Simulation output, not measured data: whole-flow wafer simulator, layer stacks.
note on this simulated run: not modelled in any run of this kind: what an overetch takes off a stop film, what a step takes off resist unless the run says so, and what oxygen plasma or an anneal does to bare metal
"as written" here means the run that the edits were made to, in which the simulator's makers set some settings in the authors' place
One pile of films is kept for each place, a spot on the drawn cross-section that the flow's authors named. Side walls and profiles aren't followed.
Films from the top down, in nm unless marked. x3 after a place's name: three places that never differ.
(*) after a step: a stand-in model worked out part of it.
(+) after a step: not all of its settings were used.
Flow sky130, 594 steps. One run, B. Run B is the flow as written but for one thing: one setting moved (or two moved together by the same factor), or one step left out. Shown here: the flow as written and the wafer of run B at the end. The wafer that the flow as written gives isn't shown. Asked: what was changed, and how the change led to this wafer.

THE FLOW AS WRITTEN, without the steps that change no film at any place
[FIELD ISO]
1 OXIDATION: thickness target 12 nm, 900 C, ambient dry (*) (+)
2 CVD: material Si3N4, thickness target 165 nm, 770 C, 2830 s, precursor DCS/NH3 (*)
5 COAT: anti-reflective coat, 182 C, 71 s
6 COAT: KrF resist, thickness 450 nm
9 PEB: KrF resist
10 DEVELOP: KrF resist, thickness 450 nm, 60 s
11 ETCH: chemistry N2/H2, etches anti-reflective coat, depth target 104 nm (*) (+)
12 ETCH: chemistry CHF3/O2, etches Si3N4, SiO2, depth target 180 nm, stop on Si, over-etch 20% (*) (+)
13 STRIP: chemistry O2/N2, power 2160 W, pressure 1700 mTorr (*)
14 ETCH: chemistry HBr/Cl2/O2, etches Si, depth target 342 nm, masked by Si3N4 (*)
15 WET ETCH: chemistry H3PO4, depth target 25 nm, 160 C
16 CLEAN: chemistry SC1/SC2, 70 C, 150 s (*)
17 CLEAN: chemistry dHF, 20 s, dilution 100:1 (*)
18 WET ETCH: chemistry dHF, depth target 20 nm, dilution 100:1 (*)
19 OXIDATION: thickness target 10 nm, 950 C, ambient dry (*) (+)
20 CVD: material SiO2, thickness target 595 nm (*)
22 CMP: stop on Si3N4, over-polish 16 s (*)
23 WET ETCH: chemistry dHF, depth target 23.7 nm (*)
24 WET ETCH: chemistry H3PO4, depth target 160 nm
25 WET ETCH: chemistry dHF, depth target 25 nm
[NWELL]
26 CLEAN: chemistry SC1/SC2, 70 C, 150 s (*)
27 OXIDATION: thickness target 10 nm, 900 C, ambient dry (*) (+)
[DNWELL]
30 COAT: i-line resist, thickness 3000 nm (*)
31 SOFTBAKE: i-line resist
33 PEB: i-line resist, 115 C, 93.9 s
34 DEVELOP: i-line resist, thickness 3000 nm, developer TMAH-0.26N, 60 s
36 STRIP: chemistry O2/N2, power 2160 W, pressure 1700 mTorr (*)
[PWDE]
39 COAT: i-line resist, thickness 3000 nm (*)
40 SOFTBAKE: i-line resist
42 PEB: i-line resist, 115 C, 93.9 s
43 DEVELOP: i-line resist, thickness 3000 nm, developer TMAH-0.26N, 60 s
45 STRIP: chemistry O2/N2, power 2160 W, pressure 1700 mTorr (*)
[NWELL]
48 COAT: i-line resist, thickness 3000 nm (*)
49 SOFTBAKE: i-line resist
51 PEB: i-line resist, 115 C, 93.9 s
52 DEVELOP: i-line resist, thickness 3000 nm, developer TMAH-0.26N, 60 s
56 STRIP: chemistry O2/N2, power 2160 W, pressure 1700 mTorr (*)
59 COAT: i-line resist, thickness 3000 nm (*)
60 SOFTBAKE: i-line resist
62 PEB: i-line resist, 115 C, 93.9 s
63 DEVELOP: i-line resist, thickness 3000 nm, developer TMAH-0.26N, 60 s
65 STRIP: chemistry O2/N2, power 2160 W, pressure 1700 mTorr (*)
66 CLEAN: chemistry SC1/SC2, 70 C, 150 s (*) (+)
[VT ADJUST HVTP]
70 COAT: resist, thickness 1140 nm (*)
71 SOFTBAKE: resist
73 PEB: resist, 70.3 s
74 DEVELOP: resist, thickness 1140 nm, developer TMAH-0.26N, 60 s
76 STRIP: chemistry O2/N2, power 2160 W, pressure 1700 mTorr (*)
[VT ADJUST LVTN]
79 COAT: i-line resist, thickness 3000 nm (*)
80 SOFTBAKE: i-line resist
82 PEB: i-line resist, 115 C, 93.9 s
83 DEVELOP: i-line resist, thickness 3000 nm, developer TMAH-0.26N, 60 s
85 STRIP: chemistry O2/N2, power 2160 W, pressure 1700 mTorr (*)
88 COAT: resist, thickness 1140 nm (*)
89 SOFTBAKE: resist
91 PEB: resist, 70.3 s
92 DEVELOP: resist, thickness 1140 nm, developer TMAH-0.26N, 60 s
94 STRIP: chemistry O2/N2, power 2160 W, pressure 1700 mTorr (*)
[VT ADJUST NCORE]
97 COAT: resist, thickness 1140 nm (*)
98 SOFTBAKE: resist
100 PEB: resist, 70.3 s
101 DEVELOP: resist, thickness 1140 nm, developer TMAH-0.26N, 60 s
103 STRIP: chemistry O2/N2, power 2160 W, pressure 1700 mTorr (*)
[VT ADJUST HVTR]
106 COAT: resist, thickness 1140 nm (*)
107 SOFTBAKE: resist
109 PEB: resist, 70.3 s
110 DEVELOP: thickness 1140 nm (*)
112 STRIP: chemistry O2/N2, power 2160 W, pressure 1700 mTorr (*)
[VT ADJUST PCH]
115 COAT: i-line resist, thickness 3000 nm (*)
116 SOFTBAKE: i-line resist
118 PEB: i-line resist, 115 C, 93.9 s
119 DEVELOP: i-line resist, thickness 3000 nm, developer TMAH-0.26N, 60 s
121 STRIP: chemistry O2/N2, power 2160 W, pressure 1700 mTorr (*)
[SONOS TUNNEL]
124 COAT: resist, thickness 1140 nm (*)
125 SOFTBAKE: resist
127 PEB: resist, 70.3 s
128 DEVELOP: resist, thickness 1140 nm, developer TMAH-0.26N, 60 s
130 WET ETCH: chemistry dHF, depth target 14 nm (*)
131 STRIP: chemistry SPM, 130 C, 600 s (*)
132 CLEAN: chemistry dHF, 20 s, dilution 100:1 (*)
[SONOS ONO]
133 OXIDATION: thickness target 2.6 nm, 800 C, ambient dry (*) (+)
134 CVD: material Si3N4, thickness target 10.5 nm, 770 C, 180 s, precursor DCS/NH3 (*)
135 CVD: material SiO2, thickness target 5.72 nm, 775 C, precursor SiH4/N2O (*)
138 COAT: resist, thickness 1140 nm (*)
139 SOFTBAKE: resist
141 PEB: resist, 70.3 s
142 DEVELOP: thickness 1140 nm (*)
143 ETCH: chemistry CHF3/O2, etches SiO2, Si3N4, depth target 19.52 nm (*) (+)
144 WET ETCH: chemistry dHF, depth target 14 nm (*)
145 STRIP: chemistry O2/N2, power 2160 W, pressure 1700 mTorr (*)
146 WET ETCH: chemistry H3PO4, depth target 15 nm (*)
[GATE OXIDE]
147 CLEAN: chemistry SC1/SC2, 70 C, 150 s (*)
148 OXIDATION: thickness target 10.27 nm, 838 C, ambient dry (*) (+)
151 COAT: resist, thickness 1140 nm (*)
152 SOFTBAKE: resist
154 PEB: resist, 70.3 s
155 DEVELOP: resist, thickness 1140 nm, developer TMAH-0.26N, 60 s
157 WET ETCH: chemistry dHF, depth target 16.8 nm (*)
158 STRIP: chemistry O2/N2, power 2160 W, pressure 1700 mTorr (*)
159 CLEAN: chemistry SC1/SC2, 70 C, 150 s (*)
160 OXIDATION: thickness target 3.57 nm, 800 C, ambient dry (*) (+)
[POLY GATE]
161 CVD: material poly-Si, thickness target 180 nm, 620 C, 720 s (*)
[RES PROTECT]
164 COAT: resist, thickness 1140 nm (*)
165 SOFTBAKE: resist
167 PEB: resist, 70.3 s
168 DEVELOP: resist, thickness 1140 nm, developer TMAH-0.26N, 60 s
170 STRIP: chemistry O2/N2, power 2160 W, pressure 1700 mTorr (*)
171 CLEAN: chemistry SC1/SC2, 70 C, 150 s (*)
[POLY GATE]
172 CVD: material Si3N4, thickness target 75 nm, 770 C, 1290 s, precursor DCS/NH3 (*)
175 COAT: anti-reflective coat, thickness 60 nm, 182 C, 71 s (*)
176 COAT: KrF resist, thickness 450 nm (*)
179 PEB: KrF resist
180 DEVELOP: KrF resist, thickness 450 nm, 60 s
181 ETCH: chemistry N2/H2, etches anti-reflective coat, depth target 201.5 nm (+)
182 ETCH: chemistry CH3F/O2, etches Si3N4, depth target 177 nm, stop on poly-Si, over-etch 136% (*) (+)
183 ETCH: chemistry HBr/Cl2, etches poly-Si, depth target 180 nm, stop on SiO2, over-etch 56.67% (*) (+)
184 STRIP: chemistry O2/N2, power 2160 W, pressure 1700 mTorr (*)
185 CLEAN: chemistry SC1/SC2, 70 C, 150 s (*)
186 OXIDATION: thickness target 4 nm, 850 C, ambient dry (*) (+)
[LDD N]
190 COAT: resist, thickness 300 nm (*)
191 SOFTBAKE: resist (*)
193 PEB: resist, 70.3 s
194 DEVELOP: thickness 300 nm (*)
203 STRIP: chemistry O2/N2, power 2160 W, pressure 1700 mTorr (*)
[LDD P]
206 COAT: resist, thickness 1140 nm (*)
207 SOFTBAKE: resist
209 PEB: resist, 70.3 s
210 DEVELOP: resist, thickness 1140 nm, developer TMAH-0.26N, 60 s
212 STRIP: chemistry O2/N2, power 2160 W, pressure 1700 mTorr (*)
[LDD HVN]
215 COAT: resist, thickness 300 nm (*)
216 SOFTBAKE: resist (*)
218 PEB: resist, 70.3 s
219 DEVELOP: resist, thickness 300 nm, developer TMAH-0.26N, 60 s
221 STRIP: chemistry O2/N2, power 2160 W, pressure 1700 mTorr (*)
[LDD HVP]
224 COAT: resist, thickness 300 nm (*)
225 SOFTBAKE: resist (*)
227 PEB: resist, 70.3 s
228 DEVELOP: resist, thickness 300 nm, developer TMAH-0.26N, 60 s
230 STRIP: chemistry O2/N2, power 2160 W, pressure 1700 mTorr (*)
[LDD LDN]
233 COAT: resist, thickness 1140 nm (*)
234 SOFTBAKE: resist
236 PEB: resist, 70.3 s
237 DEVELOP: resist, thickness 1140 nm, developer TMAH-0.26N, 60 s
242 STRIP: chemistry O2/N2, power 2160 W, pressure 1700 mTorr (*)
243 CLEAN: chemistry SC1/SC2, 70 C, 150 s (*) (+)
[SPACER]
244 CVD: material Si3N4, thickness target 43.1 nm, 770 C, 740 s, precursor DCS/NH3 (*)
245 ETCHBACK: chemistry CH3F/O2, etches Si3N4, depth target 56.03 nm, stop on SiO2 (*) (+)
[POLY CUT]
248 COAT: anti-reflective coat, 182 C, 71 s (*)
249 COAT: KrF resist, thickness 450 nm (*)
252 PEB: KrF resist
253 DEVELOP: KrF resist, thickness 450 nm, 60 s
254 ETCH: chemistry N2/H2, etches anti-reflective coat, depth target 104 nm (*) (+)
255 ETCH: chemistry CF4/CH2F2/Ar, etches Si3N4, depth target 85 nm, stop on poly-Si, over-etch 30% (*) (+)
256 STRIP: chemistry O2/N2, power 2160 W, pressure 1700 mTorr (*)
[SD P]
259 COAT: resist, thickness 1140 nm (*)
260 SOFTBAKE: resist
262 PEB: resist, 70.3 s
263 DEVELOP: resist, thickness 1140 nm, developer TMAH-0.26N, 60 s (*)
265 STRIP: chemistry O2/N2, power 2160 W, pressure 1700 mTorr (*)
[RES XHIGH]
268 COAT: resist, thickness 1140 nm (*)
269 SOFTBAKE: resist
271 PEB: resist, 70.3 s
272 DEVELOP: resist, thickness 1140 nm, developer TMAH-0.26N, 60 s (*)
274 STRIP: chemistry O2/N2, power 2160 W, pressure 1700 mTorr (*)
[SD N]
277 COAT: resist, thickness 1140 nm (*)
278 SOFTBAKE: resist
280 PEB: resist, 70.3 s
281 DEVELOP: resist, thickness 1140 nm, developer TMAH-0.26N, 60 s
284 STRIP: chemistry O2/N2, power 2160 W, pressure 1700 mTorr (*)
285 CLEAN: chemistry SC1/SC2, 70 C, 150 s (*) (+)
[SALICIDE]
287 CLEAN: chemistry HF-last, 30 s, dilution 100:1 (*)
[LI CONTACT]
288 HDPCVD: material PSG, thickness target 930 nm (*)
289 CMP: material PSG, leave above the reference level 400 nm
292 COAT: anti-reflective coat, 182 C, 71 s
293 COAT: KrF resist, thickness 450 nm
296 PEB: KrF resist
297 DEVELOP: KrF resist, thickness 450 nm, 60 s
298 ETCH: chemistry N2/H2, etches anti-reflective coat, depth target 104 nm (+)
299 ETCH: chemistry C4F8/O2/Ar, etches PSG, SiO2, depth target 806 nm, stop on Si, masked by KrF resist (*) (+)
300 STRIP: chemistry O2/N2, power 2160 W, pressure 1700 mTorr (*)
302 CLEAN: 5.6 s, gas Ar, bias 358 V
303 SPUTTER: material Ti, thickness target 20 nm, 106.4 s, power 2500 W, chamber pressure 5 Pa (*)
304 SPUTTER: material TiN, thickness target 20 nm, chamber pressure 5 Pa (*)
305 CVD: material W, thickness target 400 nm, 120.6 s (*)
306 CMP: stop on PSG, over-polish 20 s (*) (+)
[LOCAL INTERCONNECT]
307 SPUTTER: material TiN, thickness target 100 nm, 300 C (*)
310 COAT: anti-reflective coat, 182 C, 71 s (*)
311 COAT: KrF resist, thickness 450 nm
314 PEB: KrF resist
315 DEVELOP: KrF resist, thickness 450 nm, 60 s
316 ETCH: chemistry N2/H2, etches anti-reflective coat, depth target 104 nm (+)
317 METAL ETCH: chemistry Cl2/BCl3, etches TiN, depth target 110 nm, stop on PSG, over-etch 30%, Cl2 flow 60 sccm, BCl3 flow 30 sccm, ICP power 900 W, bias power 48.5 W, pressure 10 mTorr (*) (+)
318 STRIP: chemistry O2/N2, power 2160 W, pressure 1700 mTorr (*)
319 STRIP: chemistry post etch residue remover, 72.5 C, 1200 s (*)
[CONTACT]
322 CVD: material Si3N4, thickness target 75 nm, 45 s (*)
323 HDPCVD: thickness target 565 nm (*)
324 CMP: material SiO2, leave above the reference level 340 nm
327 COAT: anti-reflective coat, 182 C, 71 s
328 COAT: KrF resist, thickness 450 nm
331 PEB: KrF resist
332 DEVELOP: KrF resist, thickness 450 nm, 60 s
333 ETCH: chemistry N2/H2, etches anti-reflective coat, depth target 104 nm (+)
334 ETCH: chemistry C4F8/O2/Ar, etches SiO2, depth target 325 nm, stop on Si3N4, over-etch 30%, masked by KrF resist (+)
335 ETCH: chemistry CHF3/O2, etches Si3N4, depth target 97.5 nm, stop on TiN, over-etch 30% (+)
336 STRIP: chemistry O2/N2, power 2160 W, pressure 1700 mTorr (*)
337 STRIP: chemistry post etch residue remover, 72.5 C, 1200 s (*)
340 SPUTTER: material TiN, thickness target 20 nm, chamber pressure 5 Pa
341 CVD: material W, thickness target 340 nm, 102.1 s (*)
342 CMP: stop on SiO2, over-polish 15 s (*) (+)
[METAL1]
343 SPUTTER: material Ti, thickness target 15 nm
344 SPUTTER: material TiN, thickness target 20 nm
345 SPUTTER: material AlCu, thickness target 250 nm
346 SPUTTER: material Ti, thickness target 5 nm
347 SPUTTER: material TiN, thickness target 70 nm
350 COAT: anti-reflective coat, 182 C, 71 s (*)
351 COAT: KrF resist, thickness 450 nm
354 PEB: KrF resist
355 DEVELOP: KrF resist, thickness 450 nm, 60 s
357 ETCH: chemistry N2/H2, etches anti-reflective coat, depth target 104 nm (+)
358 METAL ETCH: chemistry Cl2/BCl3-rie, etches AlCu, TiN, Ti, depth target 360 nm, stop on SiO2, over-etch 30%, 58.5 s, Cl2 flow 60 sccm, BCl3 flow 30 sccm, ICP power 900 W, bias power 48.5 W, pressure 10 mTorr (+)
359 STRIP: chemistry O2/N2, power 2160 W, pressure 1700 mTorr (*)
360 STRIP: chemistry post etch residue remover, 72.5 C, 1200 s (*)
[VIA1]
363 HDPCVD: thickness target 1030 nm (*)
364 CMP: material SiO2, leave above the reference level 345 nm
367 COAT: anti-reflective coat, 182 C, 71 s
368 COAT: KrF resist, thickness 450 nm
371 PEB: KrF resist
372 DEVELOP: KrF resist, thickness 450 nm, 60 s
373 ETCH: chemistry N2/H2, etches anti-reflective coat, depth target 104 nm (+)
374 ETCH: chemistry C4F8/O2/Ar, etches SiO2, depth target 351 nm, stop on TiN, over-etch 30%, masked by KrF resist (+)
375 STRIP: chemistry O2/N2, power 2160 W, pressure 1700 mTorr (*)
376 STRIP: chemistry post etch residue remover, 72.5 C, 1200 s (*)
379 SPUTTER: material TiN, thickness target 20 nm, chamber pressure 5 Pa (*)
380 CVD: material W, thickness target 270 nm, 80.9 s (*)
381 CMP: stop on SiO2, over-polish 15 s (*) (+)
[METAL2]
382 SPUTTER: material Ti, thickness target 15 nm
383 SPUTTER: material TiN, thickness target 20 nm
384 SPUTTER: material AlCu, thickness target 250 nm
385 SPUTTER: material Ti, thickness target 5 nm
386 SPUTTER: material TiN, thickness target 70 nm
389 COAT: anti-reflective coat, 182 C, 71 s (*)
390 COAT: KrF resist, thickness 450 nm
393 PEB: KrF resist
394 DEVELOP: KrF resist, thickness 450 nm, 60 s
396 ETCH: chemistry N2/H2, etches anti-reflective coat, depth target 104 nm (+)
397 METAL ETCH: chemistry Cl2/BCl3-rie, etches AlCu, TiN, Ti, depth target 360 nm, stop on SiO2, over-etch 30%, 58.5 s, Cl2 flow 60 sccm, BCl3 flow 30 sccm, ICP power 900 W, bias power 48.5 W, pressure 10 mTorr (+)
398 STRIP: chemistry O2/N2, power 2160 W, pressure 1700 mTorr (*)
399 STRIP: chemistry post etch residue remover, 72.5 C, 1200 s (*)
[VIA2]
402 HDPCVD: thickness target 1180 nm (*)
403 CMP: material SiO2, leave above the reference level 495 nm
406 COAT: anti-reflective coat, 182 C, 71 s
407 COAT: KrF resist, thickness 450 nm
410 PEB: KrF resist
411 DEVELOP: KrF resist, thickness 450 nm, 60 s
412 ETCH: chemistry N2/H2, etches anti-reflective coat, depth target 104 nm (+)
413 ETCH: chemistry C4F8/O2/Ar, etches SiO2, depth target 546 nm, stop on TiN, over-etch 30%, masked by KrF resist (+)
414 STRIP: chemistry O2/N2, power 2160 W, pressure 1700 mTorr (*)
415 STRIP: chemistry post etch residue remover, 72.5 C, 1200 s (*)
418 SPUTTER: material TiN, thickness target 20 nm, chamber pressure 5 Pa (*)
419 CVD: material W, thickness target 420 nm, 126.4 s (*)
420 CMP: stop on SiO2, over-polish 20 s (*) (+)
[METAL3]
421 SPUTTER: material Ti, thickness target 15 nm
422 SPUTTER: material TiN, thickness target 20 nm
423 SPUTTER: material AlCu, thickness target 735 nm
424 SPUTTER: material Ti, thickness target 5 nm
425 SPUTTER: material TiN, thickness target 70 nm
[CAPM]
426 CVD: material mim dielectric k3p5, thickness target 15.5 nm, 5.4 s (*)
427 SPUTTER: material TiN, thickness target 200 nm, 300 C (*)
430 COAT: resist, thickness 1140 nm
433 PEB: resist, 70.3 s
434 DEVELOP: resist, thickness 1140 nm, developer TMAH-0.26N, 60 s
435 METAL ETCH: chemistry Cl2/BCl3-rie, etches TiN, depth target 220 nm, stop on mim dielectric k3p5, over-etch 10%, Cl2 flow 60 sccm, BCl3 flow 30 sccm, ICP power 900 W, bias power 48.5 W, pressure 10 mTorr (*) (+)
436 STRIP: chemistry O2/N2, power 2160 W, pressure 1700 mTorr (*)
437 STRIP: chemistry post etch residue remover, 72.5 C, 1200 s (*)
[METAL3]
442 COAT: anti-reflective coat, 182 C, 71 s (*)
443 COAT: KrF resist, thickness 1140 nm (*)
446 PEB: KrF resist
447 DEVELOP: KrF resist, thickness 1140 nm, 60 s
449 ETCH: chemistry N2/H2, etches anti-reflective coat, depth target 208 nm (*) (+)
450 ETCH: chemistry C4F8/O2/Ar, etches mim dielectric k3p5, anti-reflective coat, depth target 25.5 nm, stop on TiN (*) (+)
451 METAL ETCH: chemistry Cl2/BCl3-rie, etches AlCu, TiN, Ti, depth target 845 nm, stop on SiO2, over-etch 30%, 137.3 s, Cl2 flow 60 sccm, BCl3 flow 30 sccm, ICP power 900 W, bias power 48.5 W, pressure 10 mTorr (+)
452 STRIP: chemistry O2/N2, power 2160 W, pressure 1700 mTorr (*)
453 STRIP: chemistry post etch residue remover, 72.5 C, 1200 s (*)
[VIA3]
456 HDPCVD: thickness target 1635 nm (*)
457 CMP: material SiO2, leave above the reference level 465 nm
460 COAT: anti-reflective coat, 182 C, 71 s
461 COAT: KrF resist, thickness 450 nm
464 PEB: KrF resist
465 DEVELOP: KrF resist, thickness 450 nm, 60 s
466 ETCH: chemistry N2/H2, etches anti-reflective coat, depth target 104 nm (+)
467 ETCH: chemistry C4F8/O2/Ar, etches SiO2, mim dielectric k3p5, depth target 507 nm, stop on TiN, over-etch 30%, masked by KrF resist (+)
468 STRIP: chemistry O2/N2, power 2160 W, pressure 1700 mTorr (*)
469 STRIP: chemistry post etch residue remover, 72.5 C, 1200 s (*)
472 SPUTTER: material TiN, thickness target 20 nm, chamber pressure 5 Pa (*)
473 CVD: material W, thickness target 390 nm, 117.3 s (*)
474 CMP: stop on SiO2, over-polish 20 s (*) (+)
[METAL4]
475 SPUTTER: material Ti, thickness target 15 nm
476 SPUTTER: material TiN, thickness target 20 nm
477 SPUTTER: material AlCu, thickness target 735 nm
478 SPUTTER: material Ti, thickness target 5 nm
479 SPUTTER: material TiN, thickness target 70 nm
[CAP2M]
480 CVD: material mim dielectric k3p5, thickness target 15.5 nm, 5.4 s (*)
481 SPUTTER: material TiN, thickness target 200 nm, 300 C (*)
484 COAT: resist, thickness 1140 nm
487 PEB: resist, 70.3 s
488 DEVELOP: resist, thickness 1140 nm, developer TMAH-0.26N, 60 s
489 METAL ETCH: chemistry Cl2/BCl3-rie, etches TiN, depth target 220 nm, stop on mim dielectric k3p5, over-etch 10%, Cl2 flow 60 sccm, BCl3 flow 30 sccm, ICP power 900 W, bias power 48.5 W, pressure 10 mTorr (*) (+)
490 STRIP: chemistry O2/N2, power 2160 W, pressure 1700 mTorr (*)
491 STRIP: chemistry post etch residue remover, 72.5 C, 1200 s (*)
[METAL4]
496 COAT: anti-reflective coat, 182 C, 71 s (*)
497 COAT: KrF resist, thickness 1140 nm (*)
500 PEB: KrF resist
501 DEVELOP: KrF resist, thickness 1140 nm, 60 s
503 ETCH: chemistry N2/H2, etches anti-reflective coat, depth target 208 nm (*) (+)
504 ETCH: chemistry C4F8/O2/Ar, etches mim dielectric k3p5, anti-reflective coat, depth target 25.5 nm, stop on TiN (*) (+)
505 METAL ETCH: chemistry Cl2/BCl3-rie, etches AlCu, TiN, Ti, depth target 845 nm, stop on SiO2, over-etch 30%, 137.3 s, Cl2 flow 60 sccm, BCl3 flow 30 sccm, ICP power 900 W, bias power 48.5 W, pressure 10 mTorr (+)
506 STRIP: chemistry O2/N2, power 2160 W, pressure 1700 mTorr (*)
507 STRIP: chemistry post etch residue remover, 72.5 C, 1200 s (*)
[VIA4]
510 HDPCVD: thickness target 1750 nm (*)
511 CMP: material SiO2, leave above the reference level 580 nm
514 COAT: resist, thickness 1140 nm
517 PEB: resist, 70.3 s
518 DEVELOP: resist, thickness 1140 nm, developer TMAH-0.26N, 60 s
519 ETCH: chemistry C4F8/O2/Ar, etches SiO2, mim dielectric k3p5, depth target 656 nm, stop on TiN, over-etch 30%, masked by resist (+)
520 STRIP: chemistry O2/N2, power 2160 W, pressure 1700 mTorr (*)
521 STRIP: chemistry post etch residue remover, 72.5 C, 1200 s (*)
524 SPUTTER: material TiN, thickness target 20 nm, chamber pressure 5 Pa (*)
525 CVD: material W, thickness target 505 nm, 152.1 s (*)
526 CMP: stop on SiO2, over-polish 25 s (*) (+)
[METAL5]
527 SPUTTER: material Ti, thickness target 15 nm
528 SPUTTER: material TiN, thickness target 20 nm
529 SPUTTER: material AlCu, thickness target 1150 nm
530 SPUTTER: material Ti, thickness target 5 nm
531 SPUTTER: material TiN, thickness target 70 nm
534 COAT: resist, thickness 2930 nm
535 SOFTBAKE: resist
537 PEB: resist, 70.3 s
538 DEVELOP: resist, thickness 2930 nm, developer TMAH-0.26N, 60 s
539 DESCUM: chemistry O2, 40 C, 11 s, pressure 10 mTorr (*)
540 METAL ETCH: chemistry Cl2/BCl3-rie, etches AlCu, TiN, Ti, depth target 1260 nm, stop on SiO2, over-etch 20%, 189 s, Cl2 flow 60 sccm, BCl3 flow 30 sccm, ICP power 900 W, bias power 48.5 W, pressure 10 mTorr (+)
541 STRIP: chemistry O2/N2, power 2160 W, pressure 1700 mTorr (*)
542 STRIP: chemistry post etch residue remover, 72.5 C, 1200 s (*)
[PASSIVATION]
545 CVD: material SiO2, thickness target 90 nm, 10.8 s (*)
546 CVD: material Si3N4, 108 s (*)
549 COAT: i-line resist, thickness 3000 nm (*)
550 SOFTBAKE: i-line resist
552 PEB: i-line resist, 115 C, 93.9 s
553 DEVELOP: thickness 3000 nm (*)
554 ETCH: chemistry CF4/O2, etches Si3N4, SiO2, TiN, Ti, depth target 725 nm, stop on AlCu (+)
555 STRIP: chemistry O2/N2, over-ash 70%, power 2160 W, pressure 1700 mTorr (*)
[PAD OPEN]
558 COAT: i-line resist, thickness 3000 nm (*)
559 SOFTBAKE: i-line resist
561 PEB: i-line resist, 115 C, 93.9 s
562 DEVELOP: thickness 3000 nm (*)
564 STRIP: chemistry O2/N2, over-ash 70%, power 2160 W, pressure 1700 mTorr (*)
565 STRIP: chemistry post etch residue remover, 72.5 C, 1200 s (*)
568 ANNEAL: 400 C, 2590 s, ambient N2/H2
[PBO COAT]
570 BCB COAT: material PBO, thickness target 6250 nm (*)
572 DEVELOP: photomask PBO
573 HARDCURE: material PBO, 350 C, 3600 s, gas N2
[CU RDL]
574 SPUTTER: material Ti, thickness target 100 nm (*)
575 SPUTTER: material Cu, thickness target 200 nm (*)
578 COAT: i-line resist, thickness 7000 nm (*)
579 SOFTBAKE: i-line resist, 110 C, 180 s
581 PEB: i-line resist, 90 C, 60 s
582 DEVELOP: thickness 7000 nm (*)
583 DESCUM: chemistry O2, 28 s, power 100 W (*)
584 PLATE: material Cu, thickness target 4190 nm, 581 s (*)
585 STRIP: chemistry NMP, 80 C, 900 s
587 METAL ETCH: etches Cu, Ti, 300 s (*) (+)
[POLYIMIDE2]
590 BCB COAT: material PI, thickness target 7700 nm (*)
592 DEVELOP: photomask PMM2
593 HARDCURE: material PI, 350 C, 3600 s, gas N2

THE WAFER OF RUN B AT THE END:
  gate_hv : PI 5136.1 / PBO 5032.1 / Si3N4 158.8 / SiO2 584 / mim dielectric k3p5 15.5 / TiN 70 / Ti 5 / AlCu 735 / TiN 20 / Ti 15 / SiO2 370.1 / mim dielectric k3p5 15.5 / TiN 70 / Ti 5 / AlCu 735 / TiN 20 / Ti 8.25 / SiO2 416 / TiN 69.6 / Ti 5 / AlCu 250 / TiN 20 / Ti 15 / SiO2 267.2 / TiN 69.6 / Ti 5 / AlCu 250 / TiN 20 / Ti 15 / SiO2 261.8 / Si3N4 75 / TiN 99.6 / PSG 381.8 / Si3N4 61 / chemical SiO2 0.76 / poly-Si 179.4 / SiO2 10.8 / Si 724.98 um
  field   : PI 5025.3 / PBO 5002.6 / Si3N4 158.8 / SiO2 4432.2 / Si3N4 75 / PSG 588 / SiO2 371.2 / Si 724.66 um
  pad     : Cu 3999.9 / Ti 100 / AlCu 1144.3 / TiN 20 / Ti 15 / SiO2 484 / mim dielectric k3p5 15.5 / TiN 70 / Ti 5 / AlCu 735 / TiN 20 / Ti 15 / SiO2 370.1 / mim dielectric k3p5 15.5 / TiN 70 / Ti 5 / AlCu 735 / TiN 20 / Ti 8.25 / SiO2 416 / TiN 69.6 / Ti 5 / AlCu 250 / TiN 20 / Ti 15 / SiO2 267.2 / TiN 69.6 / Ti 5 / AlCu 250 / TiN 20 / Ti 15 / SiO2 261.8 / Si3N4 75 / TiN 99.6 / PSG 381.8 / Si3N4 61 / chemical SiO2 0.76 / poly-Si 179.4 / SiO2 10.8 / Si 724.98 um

The cause: step 421, SPUTTER: thickness target 8.25 nm was run, where the flow has thickness target 15 nm.
It can be read off the wafer: gate_hv has Ti 8.25, and step 421 as written asks for 15 nm.

How the change led to this, step by step:
  421 SPUTTER: material Ti, thickness target 15 nm
      field, active, n_well and 188 more: Ti +8.25 (new film) (as written it would be: Ti +15 (new film))
  451 METAL ETCH: chemistry Cl2/BCl3-rie, etches AlCu, TiN, Ti, depth target 845 nm, stop on SiO2, over-etch 30%, 137.3 s, Cl2 flow 60 sccm, BCl3 flow 30 sccm, ICP power 900 W, bias power 48.5 W, pressure 10 mTorr (+)
      field, gate, spacer and 68 more: TiN -70 (all of it), Ti -5 (all of it), AlCu -735 (all of it), TiN -20 (all of it), Ti -8.25 (all of it), SiO2 -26 (as written it would be: TiN -70 (all of it), Ti -5 (all of it), AlCu -735 (all of it), TiN -20 (all of it), Ti -15 (all of it), SiO2 -25.4)
      active, vpp_ln, vpp_iso2 and 11 more: TiN -70 (all of it), Ti -5 (all of it), AlCu -735 (all of it), TiN -20 (all of it), Ti -8.25 (all of it), SiO2 -26 (as written it would be: TiN -70 (all of it), Ti -5 (all of it), AlCu -735 (all of it), TiN -20 (all of it), Ti -15 (all of it), SiO2 -25.3)
